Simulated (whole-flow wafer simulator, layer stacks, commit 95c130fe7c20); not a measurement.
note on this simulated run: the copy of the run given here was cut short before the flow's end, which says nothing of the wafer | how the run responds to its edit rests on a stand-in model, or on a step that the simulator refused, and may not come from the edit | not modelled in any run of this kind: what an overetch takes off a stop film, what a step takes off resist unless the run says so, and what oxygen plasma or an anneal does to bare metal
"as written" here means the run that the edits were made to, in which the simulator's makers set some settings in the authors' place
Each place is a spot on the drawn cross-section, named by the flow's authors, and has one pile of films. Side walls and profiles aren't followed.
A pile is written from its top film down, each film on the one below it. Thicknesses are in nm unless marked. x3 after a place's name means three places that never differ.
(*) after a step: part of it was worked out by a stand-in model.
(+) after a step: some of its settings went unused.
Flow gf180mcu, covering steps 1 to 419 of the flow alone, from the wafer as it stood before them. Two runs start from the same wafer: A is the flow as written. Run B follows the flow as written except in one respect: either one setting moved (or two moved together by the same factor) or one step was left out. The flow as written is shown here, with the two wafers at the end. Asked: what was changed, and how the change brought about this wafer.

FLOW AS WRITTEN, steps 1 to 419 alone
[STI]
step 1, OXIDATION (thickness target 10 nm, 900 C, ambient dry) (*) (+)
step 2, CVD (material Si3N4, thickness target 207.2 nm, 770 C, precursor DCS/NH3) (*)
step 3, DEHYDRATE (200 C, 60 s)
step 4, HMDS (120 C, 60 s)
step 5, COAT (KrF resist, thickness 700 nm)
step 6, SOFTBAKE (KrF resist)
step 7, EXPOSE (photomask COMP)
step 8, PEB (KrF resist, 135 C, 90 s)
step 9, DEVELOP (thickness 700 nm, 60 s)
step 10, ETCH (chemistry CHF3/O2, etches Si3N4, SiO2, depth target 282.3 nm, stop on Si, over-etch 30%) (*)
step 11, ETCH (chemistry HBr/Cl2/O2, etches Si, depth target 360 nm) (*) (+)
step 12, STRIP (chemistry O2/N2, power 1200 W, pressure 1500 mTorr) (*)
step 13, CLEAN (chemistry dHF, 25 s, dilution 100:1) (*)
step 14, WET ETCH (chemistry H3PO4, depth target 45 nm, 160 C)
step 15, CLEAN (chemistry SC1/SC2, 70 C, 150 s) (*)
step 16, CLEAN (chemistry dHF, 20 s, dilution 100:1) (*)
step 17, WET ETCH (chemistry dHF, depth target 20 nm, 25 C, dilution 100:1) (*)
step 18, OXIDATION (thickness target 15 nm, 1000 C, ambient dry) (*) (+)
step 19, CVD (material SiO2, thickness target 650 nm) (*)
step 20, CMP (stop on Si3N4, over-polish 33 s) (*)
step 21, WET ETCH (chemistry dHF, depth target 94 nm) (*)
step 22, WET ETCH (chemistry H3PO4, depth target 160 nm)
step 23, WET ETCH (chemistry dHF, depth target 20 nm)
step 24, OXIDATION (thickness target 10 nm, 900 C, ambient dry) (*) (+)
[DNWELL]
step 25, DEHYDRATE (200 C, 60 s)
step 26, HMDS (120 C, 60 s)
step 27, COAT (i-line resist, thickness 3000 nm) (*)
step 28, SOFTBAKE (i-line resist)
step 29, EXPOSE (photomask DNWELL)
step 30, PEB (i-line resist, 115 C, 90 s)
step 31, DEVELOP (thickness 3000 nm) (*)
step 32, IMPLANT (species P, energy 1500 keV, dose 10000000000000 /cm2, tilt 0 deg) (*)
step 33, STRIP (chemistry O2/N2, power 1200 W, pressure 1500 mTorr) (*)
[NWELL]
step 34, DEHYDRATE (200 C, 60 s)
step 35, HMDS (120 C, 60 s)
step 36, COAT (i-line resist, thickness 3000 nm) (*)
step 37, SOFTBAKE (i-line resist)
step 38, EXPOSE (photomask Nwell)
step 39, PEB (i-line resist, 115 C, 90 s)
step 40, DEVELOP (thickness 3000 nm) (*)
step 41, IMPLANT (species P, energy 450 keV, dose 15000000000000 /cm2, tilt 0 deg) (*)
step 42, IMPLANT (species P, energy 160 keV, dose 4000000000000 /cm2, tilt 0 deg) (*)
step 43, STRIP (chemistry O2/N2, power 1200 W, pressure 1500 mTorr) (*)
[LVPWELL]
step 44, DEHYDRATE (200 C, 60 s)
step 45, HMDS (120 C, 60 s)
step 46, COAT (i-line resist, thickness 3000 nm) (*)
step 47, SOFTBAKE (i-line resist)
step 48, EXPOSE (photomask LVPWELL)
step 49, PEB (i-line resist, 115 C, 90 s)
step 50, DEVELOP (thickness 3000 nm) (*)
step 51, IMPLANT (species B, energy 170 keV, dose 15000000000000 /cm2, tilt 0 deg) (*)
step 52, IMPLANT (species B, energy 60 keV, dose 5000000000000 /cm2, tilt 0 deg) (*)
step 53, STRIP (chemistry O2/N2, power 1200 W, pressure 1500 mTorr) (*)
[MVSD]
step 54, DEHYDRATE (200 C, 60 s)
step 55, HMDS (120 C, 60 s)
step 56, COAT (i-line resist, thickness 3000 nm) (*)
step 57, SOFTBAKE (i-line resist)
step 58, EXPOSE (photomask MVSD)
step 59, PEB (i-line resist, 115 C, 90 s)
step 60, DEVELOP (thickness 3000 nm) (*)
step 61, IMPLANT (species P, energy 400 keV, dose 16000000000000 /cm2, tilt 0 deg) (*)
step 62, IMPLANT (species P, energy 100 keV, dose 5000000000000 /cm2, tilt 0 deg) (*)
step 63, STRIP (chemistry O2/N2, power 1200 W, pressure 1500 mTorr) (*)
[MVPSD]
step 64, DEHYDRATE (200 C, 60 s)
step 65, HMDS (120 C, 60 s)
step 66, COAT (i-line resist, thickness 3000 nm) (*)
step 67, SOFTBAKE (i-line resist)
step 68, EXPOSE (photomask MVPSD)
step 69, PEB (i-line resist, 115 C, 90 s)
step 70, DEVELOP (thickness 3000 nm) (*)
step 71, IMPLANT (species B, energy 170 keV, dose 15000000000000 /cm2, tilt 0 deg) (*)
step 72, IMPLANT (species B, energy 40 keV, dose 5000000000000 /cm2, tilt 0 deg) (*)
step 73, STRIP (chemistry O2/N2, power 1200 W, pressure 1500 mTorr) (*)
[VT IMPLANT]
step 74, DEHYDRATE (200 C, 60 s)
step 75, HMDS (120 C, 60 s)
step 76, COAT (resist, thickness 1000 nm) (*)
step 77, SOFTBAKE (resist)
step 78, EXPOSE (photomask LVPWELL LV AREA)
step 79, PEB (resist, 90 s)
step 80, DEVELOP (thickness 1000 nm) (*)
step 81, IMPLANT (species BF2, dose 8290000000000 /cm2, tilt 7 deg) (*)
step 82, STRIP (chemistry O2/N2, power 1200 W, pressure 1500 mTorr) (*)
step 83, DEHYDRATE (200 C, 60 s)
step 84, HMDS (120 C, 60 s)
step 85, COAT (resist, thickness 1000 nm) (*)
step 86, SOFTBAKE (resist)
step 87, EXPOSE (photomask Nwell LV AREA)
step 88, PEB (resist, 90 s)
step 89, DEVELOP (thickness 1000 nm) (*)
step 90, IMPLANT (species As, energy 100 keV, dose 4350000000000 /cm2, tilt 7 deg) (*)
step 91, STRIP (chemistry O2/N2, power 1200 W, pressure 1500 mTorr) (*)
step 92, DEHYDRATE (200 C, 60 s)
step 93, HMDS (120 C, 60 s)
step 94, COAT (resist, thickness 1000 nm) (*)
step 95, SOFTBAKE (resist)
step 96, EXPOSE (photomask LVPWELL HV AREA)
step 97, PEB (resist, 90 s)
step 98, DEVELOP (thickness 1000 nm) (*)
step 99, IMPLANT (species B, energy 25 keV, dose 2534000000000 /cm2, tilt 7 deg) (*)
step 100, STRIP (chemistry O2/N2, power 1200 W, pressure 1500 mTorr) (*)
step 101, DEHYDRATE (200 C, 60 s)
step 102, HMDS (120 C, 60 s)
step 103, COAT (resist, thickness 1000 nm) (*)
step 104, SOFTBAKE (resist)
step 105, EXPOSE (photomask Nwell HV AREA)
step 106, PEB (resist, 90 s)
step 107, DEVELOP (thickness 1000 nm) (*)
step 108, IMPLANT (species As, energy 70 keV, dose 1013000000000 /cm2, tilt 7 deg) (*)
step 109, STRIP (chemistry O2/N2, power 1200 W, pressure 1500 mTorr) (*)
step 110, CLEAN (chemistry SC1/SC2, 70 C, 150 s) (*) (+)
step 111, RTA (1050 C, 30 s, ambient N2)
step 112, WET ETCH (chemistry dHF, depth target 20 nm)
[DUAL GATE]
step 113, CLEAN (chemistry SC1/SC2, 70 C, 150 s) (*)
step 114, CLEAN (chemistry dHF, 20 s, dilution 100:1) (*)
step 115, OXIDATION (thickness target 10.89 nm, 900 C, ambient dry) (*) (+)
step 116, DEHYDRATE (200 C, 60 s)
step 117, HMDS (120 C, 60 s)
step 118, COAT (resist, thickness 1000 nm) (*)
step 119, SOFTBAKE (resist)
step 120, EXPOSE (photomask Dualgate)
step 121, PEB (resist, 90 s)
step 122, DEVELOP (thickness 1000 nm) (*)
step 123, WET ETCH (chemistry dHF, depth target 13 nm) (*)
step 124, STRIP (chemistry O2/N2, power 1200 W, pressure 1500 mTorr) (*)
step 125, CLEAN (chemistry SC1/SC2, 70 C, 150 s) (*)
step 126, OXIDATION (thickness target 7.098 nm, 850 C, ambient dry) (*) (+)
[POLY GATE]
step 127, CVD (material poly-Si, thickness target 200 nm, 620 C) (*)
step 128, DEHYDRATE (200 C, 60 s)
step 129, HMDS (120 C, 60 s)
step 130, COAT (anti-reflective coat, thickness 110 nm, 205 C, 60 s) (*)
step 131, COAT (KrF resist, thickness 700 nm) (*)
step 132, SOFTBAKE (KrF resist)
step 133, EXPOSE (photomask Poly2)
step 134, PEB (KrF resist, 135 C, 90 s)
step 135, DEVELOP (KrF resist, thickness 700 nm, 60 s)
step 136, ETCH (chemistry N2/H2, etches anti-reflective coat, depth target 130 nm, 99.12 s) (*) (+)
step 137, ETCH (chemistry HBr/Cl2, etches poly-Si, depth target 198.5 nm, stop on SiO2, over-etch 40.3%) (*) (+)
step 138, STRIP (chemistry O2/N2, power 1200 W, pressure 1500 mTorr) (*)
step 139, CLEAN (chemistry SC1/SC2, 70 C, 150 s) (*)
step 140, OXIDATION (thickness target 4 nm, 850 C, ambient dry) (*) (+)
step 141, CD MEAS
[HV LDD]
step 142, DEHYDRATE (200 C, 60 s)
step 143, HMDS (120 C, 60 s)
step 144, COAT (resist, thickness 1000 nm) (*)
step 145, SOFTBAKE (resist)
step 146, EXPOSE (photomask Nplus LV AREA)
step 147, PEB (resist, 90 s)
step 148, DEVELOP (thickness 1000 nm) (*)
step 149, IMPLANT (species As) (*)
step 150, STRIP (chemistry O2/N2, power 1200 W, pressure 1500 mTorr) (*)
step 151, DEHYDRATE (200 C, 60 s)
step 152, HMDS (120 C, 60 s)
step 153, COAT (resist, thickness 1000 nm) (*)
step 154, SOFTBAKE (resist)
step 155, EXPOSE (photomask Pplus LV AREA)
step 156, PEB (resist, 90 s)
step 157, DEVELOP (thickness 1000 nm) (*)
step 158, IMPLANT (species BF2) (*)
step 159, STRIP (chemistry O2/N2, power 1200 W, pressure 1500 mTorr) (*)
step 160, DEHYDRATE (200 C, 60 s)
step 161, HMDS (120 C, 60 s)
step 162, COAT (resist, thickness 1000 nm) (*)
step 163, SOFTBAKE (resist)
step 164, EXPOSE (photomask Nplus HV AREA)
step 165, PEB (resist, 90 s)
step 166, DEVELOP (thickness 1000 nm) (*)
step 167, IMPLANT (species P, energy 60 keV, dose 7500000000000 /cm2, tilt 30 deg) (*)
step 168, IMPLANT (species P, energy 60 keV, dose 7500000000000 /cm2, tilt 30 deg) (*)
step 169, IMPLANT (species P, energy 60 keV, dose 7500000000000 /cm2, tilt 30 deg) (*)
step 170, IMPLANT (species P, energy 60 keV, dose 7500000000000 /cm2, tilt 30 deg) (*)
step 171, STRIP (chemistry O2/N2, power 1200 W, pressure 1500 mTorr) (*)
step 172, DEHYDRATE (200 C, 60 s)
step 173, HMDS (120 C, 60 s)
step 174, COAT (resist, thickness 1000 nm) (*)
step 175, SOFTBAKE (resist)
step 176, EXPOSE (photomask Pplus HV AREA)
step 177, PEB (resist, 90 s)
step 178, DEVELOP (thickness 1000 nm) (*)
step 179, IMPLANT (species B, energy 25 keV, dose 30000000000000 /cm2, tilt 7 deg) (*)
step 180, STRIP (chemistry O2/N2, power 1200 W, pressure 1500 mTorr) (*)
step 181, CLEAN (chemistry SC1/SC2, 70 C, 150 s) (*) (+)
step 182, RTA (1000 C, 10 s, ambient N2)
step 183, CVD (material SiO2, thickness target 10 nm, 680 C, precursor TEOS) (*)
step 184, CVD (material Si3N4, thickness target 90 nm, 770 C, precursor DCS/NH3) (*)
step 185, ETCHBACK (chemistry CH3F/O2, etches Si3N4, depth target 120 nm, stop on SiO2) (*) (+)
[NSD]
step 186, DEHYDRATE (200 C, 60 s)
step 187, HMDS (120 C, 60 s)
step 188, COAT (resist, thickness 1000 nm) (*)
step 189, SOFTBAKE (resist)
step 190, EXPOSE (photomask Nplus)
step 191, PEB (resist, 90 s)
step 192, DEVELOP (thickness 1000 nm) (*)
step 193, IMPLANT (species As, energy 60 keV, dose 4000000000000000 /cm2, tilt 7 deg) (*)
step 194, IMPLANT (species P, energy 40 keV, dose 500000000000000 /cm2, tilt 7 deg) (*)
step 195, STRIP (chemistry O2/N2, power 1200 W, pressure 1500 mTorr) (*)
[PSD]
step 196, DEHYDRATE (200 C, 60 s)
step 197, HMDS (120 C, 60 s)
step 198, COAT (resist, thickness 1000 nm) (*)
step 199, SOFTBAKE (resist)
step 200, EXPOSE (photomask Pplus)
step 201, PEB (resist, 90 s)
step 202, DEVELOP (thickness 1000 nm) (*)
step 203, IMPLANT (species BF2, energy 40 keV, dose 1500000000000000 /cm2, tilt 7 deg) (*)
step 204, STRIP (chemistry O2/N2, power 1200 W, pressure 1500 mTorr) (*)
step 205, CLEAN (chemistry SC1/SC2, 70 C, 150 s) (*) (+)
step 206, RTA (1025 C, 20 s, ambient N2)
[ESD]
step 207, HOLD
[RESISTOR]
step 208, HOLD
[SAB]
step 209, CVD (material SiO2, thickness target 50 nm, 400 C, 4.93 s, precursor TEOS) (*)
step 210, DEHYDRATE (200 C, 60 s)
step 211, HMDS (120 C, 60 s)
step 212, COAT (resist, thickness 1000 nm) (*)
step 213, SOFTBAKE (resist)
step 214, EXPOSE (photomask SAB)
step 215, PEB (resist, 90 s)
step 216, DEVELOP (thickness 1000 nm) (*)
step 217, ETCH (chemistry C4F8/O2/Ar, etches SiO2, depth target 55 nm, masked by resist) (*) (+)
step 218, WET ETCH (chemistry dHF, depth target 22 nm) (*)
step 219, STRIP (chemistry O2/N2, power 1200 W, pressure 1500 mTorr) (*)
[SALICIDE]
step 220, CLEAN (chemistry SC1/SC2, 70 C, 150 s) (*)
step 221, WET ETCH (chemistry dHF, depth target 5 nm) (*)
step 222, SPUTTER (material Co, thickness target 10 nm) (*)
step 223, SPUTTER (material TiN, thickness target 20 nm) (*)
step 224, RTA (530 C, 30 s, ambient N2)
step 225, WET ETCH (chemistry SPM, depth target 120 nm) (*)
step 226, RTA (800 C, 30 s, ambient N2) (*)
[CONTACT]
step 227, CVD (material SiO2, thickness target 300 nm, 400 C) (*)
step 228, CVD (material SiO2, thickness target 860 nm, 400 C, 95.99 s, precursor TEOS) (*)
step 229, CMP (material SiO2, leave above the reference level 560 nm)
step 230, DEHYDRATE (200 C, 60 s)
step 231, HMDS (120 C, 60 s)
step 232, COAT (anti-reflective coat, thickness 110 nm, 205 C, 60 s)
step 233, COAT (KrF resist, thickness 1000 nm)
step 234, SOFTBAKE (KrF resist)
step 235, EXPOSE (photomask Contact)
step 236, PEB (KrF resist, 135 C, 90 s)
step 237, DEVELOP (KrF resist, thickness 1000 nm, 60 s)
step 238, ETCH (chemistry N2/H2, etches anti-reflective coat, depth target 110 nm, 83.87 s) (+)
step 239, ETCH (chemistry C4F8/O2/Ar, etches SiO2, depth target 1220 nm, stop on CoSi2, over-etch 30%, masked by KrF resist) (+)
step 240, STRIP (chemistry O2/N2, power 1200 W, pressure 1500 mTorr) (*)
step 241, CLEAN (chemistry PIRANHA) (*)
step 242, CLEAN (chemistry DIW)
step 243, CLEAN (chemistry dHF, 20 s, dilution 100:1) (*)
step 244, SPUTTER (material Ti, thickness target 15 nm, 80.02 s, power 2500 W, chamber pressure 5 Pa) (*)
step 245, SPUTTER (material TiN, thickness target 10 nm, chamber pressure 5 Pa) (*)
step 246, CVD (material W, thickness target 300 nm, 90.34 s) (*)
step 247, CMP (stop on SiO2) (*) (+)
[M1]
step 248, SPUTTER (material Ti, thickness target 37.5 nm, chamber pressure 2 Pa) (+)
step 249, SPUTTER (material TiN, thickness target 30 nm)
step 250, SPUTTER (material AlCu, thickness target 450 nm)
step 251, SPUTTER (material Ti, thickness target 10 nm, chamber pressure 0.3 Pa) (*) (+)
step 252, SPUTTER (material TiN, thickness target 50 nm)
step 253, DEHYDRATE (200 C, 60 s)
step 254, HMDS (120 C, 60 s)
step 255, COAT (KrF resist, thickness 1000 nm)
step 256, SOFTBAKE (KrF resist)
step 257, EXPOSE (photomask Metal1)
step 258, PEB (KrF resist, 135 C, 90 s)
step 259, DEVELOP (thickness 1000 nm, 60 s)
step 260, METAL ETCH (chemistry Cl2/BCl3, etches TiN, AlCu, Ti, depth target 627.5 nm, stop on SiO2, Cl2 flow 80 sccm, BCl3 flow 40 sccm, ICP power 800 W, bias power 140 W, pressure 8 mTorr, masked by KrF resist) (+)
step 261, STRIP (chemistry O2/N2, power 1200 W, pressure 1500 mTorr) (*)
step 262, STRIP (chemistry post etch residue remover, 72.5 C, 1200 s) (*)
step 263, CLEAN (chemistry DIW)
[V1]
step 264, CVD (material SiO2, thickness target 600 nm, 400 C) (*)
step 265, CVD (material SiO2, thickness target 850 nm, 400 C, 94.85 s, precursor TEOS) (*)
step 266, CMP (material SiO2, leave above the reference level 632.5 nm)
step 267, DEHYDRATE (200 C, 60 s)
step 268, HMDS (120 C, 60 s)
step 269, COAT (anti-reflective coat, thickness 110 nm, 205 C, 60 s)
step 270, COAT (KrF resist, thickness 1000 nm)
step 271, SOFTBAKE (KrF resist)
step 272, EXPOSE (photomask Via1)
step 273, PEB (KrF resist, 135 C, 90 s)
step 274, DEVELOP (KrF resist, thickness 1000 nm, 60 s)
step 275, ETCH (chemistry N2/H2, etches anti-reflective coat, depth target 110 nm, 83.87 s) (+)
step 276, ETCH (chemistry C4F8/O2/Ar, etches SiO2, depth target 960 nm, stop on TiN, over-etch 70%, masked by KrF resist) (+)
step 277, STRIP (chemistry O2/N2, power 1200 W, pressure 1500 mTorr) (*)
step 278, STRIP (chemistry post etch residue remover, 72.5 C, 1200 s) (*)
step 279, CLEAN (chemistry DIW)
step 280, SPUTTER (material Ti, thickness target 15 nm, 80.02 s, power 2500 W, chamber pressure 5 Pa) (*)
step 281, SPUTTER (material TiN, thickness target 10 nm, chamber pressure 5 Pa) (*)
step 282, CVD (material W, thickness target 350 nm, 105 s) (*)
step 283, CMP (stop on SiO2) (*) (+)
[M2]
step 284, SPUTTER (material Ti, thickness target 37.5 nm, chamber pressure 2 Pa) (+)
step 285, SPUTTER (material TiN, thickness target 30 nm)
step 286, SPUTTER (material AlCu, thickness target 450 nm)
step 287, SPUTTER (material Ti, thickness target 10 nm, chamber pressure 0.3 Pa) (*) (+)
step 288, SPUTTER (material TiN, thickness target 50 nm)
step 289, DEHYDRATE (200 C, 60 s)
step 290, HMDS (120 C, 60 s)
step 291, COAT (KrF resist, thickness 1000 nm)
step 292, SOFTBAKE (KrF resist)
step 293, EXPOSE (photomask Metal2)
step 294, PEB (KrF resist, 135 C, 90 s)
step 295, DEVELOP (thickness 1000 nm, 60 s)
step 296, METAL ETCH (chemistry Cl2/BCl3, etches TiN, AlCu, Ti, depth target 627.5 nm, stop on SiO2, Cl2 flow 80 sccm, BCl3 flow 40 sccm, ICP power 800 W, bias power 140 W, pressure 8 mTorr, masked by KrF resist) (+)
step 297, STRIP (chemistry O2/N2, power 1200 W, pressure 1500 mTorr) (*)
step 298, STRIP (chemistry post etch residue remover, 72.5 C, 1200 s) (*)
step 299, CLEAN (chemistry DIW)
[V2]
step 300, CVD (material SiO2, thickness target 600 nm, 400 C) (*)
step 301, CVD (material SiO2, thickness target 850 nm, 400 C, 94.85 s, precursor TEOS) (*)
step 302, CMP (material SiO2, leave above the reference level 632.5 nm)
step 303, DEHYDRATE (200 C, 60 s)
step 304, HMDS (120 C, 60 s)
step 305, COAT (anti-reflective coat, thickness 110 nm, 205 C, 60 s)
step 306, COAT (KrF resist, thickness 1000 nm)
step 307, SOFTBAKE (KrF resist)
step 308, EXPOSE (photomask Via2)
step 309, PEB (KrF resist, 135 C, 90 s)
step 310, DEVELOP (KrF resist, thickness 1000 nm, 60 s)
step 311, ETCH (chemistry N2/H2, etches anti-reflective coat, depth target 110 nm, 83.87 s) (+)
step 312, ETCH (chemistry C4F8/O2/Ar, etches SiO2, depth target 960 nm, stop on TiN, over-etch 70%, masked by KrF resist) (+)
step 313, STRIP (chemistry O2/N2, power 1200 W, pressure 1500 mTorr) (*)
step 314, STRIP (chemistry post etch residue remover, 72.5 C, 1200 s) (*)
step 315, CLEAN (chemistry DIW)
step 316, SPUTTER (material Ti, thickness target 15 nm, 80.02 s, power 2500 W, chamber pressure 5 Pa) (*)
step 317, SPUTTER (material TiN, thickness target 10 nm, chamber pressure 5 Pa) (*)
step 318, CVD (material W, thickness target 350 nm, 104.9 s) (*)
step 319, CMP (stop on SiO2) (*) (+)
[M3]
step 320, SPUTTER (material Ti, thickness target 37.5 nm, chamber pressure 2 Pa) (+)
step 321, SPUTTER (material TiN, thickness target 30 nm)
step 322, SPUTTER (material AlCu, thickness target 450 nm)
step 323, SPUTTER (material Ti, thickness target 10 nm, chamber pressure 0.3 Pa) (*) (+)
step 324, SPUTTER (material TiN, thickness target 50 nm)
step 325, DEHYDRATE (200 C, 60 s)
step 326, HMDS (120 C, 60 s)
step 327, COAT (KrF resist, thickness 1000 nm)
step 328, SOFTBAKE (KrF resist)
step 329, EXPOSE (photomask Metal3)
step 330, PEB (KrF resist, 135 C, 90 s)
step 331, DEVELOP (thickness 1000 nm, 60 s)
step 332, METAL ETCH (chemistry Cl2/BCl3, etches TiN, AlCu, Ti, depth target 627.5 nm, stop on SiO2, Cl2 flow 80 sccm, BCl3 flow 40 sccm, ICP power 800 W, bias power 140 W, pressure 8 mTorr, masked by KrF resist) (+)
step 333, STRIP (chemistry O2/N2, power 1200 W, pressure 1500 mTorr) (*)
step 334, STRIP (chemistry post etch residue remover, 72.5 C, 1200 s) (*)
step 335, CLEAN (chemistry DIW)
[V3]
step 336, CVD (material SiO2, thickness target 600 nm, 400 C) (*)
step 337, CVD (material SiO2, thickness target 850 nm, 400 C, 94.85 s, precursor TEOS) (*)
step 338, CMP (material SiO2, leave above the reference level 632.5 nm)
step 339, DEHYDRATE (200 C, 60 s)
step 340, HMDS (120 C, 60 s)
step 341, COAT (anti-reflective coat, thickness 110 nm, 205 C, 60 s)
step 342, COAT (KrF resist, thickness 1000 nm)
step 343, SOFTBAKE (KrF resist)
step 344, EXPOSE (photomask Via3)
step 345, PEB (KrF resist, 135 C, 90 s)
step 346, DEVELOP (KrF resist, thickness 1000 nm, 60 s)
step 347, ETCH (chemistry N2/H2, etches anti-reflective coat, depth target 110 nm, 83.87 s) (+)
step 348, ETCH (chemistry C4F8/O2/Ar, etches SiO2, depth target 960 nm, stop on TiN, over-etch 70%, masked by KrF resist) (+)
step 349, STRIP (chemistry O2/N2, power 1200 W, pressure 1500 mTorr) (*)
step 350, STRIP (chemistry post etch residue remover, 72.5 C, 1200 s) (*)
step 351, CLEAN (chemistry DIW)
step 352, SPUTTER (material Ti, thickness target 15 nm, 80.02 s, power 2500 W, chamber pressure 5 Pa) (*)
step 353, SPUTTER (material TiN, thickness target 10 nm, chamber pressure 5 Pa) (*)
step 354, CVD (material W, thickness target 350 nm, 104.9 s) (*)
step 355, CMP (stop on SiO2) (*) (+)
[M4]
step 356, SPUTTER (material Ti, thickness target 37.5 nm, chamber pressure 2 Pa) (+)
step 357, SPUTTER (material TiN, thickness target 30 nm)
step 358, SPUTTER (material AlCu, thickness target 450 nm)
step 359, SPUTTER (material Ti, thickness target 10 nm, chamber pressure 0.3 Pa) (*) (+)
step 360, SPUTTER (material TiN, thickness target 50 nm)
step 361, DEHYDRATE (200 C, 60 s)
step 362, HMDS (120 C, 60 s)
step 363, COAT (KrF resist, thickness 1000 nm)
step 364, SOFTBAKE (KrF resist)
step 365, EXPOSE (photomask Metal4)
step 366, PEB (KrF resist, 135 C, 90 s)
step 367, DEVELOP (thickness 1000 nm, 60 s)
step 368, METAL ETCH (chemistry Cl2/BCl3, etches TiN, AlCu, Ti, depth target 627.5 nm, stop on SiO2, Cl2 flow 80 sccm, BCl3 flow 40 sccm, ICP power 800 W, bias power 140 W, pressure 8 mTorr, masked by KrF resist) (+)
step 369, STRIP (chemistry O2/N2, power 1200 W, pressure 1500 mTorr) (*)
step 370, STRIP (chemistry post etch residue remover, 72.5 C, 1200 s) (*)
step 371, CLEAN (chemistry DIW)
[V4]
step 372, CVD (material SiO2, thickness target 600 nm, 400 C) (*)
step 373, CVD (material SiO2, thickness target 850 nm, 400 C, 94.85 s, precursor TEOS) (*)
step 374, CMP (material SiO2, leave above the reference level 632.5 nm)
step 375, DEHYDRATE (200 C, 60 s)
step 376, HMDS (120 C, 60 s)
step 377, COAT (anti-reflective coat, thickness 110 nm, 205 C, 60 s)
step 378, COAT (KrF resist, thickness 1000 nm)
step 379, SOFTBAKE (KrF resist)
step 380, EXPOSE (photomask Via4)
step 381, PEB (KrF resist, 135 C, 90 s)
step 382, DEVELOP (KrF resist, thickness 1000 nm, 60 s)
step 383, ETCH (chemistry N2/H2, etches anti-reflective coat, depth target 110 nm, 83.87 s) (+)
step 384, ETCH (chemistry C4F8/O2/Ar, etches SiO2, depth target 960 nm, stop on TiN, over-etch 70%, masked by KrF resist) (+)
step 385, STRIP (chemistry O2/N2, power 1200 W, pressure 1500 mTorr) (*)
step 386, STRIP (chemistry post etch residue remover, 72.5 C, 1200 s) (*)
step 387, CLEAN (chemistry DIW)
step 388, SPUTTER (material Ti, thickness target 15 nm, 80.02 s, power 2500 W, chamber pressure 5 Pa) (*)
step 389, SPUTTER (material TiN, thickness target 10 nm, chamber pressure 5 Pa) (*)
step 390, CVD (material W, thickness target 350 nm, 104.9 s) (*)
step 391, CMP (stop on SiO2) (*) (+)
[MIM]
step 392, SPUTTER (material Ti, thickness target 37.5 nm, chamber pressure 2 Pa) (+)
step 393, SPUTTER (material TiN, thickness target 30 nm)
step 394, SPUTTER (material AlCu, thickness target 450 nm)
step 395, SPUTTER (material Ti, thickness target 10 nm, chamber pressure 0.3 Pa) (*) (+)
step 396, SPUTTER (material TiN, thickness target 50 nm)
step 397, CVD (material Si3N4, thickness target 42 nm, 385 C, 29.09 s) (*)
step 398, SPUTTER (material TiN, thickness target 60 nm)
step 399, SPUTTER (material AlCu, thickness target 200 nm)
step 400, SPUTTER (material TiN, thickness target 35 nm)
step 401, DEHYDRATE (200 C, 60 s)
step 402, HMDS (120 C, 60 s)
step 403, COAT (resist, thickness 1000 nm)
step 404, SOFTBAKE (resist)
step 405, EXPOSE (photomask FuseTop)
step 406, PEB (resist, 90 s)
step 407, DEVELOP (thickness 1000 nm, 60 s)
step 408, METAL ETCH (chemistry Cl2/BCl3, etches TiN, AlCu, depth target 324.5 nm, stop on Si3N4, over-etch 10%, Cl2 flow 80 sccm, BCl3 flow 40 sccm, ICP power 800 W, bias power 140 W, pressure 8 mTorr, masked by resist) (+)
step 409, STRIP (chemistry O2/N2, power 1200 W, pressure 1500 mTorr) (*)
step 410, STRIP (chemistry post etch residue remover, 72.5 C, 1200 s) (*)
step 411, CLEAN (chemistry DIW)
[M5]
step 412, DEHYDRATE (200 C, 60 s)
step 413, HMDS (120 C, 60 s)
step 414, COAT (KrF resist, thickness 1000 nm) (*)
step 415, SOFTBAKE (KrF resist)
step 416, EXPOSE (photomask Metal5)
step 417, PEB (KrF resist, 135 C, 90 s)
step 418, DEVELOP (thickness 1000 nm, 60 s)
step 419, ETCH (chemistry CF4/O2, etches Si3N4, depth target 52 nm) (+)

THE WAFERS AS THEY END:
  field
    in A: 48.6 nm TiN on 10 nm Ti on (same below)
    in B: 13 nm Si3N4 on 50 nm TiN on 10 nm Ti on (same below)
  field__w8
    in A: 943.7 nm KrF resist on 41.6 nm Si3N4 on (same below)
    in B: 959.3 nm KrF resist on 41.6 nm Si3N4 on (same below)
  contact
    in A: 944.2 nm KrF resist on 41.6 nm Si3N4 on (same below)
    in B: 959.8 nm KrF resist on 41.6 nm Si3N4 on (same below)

Cause: step 419, ETCH: depth target 28.6 nm was run, whereas the flow has depth target 52 nm.

The path from the change to this, step by step:
  step 419, ETCH (chemistry CF4/O2, etches Si3N4, depth target 52 nm) (+)
      field, field__w1, field__w2 and 101 more: A -41.6 Si3N4 (all of it), -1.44 TiN | B -28.6 Si3N4
      field__w4, field__w8, contact, m1, m1__w1, mim, mim_1p0, m1_nw: A -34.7 KrF resist | B -19.1 KrF resist
